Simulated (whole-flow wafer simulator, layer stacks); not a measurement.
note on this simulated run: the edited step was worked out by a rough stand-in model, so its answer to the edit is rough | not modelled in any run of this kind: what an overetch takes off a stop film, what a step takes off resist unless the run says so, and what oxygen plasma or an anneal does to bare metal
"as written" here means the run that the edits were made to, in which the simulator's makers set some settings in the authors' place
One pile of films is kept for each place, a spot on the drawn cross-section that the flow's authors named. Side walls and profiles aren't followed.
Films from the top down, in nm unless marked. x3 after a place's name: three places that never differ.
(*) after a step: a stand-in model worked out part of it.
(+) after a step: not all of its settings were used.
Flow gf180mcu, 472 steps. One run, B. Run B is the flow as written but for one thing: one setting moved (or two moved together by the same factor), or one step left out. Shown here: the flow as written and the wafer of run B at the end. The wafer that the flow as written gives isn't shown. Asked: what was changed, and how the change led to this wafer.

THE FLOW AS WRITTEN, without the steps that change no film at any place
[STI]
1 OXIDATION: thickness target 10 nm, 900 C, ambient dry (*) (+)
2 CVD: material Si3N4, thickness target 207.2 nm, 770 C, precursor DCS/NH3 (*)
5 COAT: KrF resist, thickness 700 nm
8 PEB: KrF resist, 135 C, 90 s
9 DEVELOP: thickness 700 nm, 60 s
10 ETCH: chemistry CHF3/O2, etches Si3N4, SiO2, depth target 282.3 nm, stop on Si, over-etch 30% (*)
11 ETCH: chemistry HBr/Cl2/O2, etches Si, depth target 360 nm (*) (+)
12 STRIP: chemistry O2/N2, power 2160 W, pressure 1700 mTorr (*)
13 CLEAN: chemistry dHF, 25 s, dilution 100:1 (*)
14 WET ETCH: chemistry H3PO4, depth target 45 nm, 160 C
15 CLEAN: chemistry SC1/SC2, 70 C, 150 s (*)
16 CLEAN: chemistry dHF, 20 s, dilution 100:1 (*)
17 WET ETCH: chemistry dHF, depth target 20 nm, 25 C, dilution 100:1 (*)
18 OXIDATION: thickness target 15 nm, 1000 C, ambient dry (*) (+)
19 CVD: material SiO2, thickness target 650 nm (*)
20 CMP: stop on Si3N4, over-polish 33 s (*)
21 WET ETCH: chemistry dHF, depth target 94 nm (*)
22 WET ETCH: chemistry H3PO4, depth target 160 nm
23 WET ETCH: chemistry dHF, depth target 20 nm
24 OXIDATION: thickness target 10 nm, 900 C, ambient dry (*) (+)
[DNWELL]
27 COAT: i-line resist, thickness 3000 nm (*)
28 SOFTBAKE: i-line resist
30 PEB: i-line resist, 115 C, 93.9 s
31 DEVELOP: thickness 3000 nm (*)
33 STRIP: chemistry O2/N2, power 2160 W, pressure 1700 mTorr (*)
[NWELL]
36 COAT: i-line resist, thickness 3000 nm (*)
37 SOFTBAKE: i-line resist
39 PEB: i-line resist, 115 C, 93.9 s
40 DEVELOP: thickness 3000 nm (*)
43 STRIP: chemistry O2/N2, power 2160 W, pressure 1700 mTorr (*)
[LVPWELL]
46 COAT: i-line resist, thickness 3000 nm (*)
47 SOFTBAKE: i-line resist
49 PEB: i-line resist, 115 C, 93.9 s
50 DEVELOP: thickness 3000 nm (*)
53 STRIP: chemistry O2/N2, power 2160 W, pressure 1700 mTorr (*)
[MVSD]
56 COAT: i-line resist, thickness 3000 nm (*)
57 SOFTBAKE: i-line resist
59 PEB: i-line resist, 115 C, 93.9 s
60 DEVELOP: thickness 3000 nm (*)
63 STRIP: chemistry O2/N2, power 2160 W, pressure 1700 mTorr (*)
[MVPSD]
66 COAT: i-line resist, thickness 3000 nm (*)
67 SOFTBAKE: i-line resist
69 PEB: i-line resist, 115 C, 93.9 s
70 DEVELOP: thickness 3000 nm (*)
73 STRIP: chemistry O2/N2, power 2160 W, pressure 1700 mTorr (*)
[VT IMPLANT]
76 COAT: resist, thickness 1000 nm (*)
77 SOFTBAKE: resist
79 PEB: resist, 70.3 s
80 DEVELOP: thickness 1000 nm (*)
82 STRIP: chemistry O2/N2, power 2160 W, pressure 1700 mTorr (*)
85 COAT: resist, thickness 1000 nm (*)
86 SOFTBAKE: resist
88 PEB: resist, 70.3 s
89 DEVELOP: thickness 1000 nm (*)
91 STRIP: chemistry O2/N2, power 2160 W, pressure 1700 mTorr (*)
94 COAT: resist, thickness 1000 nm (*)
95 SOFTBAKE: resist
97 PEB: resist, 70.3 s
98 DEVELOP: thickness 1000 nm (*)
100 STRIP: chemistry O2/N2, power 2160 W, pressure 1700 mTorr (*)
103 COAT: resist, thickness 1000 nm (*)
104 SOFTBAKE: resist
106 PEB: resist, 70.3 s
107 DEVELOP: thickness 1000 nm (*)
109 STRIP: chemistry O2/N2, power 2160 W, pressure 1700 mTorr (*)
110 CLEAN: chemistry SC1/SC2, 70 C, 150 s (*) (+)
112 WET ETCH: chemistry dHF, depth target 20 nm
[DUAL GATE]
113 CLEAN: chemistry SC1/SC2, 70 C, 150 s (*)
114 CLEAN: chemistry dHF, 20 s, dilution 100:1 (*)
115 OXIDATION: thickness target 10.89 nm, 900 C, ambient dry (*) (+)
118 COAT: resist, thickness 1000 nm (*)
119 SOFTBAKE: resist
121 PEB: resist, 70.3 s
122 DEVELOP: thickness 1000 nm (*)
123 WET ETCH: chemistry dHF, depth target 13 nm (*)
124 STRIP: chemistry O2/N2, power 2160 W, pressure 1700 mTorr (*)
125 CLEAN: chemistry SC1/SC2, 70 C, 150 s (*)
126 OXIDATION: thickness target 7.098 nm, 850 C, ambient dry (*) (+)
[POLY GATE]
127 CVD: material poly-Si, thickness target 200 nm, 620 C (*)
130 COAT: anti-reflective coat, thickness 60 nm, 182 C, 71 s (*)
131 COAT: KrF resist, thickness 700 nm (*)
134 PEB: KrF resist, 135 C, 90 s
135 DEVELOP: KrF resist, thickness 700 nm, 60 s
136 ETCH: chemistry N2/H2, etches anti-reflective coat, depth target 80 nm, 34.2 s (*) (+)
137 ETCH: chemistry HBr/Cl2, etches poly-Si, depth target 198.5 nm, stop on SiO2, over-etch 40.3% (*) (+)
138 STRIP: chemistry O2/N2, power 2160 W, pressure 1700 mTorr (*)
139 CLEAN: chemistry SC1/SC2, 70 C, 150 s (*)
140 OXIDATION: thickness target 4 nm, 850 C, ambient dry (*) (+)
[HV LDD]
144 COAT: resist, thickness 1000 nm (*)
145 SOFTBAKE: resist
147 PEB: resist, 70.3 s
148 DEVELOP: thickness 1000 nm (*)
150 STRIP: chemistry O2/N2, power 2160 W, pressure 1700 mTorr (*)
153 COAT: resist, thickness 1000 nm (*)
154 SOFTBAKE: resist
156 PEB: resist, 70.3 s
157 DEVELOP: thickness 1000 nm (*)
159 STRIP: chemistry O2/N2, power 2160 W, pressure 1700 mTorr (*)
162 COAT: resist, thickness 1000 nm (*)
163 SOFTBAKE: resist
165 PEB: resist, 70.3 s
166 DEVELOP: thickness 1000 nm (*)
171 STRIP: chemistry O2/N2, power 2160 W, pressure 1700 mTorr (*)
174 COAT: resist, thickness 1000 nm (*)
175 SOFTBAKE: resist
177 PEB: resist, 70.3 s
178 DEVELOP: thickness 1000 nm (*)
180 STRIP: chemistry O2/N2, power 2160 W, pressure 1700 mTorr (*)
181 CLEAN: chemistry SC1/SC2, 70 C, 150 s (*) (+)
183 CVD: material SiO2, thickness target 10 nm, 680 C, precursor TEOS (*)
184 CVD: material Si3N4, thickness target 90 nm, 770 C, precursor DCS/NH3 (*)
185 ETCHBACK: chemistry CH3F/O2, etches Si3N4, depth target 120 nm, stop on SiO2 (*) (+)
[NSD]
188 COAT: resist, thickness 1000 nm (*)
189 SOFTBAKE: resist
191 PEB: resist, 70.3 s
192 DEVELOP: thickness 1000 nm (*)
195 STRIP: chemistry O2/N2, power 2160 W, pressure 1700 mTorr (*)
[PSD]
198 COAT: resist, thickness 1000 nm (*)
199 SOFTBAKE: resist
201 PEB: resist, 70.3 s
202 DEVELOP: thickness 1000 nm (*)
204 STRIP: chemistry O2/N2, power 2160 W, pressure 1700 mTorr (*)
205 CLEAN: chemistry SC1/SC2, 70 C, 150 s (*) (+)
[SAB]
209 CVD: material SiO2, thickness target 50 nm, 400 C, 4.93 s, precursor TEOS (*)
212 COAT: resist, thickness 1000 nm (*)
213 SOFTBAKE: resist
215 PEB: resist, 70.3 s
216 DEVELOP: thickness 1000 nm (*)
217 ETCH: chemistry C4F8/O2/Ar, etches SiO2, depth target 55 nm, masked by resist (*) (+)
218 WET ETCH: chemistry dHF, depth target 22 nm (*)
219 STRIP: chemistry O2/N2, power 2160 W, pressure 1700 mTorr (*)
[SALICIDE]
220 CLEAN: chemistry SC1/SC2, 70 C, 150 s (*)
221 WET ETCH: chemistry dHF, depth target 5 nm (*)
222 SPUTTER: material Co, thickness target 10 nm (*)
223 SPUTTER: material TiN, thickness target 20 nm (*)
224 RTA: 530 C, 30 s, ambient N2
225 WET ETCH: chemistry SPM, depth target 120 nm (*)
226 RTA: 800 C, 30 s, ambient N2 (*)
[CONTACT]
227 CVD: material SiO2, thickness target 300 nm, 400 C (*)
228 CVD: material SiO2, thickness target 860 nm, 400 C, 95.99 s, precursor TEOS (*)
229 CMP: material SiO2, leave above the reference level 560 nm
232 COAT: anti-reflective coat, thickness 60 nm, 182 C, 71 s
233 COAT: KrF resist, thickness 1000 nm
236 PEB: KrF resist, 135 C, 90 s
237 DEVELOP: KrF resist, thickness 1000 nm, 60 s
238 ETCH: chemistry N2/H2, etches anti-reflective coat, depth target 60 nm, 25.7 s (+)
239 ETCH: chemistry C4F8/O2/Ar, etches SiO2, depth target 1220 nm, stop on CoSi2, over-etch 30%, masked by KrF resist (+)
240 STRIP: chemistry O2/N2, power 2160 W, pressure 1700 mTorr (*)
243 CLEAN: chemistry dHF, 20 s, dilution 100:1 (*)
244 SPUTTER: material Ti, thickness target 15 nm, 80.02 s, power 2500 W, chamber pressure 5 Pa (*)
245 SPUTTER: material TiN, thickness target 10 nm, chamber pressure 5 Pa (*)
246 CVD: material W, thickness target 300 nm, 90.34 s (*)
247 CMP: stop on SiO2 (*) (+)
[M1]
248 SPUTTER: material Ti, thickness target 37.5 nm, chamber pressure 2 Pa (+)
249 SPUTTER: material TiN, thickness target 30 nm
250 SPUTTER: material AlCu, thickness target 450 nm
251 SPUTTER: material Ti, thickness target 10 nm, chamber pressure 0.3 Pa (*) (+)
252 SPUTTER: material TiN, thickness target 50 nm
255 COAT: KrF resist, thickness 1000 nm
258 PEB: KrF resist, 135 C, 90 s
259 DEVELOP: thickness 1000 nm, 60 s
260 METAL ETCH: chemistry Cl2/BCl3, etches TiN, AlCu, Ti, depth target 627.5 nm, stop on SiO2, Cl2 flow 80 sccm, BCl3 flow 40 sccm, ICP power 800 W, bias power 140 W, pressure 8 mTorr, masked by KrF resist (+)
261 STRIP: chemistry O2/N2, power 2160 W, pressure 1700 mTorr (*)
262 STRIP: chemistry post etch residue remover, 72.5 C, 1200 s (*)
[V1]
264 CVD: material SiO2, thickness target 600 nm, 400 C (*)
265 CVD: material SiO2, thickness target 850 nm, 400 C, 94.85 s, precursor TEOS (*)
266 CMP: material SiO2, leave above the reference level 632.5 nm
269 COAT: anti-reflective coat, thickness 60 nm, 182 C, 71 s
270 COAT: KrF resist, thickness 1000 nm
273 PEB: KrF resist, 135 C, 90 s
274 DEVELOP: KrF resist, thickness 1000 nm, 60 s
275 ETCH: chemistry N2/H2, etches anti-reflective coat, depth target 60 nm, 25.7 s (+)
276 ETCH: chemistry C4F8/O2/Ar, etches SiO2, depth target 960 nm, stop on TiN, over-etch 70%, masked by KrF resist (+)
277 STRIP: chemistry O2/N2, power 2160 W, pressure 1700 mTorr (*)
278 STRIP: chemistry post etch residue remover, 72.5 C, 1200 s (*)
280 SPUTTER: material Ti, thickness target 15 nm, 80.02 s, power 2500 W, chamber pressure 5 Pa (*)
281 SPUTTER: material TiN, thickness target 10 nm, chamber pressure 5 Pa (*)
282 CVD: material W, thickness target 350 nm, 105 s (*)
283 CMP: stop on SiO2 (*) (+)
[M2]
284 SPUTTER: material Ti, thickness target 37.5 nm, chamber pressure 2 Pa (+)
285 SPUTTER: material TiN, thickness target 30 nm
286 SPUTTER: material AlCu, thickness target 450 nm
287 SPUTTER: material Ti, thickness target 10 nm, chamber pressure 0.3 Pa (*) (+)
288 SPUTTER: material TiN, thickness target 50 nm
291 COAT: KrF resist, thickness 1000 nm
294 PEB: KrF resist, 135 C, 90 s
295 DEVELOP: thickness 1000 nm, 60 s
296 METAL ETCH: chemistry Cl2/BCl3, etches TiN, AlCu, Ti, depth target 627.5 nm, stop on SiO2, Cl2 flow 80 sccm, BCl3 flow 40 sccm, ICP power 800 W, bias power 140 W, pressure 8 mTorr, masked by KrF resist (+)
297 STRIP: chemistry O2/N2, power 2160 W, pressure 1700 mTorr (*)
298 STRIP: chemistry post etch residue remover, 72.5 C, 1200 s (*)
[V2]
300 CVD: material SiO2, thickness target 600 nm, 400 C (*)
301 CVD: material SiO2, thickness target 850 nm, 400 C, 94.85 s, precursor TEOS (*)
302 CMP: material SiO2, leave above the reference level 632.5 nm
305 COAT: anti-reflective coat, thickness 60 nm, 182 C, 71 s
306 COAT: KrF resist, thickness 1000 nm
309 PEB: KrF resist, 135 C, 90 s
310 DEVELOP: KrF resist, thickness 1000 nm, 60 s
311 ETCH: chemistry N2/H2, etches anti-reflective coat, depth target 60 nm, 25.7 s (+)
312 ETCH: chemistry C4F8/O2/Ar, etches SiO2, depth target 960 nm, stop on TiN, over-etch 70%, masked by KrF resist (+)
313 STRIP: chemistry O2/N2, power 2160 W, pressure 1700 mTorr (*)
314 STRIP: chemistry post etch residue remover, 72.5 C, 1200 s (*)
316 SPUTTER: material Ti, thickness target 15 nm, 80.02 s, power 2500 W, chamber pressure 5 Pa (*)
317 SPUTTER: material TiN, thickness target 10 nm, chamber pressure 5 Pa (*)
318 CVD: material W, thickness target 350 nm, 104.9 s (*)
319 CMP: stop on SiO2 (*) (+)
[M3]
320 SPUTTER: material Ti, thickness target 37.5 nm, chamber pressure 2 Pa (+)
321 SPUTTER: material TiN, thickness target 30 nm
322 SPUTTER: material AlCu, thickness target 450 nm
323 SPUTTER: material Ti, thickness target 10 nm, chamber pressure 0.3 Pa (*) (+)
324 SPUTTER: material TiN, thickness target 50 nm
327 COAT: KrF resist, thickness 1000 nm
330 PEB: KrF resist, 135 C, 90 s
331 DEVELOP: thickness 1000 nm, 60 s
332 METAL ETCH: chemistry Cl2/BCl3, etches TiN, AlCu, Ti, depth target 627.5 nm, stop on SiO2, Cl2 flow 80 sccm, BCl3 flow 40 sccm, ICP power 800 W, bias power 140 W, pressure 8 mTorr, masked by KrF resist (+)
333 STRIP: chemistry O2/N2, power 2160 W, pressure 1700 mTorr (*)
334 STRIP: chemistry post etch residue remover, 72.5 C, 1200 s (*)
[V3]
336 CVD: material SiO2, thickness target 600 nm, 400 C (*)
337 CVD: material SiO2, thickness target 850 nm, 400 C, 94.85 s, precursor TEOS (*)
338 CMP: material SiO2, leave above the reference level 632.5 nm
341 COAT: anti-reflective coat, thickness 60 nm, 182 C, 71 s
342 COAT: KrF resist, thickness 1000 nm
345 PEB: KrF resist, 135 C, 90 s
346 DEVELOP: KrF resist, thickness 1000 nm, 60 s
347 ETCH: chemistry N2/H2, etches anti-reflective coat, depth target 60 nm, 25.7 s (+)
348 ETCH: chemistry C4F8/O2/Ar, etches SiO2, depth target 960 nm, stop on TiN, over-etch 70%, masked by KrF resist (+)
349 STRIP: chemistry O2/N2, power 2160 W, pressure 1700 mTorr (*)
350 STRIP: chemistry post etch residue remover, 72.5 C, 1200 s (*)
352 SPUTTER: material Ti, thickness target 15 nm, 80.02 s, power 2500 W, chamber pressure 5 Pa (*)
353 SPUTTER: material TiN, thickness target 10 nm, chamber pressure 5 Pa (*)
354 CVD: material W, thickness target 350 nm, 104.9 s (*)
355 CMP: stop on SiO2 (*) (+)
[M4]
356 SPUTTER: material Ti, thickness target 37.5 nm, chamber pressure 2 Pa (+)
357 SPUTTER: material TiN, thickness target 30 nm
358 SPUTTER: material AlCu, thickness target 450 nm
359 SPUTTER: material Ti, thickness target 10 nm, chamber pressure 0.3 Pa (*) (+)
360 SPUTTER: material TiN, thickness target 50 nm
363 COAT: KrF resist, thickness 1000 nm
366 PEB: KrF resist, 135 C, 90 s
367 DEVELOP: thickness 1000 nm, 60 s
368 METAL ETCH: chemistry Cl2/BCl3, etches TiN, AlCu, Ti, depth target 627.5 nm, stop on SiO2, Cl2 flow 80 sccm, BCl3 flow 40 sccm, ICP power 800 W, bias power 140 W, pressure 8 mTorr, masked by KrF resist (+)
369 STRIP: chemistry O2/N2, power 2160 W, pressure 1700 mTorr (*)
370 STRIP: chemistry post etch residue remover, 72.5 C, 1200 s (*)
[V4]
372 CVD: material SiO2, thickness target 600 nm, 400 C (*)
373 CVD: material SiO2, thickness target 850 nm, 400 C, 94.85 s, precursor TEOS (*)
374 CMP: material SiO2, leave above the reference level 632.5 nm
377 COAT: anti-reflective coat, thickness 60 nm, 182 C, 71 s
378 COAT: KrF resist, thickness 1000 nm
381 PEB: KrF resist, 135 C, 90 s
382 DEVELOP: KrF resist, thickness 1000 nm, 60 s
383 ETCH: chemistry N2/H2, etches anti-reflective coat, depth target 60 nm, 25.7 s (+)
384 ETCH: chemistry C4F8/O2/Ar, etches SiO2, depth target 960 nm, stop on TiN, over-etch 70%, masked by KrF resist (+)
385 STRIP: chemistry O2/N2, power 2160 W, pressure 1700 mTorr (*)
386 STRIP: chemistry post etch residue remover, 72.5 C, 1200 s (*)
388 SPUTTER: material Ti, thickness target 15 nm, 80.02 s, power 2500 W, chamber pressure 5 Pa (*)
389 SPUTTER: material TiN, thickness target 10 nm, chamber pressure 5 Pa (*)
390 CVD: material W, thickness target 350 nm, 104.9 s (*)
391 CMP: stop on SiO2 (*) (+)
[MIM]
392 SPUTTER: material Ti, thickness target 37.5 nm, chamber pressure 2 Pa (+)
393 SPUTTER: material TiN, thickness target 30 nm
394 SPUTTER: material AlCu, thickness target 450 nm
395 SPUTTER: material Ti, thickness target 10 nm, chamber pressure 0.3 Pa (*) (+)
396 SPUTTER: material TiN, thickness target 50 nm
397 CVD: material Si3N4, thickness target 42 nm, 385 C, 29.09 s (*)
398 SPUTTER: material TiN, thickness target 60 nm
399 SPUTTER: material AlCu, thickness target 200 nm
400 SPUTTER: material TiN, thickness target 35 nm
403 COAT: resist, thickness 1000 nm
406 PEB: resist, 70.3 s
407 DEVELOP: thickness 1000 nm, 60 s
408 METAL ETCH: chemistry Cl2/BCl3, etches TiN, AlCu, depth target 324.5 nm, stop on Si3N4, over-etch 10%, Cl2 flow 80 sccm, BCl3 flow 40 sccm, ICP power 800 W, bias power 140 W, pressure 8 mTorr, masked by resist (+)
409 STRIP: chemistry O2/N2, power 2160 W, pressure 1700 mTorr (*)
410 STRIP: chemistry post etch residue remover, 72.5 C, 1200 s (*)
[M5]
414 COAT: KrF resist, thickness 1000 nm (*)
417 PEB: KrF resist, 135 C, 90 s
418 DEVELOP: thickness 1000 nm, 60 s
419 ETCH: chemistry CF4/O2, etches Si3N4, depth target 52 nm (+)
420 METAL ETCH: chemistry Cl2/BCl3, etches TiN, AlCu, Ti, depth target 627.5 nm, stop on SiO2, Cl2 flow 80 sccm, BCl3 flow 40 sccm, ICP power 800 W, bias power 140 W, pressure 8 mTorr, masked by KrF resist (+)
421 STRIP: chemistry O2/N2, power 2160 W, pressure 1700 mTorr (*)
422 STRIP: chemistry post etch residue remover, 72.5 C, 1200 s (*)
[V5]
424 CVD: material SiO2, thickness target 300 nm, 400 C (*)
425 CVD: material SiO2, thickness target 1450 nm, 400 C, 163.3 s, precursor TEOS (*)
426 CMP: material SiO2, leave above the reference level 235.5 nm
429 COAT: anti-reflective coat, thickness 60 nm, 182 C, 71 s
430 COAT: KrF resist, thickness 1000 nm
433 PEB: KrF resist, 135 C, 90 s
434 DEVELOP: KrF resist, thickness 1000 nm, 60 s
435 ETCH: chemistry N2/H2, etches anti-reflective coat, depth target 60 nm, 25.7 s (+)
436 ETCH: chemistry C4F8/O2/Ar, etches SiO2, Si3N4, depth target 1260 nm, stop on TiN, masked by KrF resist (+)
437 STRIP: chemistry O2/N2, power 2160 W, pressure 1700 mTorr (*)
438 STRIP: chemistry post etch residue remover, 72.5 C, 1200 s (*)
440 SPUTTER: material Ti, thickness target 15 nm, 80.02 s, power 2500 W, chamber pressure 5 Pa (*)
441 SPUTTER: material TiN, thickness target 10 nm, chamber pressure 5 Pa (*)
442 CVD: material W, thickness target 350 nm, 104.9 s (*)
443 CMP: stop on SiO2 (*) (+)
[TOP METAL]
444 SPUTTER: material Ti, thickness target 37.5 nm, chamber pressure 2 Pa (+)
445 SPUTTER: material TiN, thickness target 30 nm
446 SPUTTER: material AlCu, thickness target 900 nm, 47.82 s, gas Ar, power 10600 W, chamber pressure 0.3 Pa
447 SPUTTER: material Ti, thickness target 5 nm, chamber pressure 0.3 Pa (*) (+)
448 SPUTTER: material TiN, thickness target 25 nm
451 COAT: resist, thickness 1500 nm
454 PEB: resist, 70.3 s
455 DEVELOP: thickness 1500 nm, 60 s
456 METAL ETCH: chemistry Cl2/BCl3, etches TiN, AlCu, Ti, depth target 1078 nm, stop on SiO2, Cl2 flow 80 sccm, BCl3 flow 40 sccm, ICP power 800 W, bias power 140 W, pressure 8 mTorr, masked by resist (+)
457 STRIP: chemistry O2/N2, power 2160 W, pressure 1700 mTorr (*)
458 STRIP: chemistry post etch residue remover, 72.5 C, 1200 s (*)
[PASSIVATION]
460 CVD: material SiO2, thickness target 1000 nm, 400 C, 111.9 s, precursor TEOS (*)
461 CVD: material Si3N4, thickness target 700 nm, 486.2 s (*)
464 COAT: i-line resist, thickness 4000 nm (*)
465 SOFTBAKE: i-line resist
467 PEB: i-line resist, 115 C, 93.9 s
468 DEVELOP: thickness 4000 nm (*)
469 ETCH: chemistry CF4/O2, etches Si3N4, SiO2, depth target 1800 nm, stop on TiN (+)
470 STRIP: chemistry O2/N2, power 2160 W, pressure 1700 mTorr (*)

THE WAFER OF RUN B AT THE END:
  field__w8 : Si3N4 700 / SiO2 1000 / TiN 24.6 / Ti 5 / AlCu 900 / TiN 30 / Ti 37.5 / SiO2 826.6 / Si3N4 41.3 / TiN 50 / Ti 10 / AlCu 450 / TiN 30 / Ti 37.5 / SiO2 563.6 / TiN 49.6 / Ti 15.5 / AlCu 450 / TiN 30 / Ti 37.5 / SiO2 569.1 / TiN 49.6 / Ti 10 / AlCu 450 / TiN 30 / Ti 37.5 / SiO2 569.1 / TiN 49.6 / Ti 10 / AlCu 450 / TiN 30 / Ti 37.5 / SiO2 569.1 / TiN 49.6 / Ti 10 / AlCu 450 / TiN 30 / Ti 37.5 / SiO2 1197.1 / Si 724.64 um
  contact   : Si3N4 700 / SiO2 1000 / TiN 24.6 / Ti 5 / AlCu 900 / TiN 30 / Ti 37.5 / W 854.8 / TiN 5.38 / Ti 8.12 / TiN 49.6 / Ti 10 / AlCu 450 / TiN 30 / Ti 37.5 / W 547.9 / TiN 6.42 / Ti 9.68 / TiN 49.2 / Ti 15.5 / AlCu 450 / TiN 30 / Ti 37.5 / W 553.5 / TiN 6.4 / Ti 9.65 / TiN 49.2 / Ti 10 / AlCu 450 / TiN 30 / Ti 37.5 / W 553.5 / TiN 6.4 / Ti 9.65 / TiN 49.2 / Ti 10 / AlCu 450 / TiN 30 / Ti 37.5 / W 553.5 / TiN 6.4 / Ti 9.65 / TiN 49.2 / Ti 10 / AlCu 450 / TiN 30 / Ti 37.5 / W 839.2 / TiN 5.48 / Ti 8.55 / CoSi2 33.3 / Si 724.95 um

The cause: step 359, SPUTTER: thickness target 15.5 nm was run, where the flow has thickness target 10 nm.
It can be read off the wafer: field__w8 has Ti 15.5, and step 359 as written asks for 10 nm.

How the change led to this, step by step:
  359 SPUTTER: material Ti, thickness target 10 nm, chamber pressure 0.3 Pa (*) (+)
      field, field__w1, field__w2 and 108 more: Ti +15.5 (new film) (as written it would be: Ti +10 (new film))
  368 METAL ETCH: chemistry Cl2/BCl3, etches TiN, AlCu, Ti, depth target 627.5 nm, stop on SiO2, Cl2 flow 80 sccm, BCl3 flow 40 sccm, ICP power 800 W, bias power 140 W, pressure 8 mTorr, masked by KrF resist (+)
      field, field__w1, field__w2 and 103 more: TiN -50 (all of it), Ti -15.5 (all of it), AlCu -450 (all of it), TiN -30 (all of it), Ti -37.5 (all of it) (as written it would be: TiN -50 (all of it), Ti -10 (all of it), AlCu -450 (all of it), TiN -30 (all of it), Ti -37.5 (all of it))
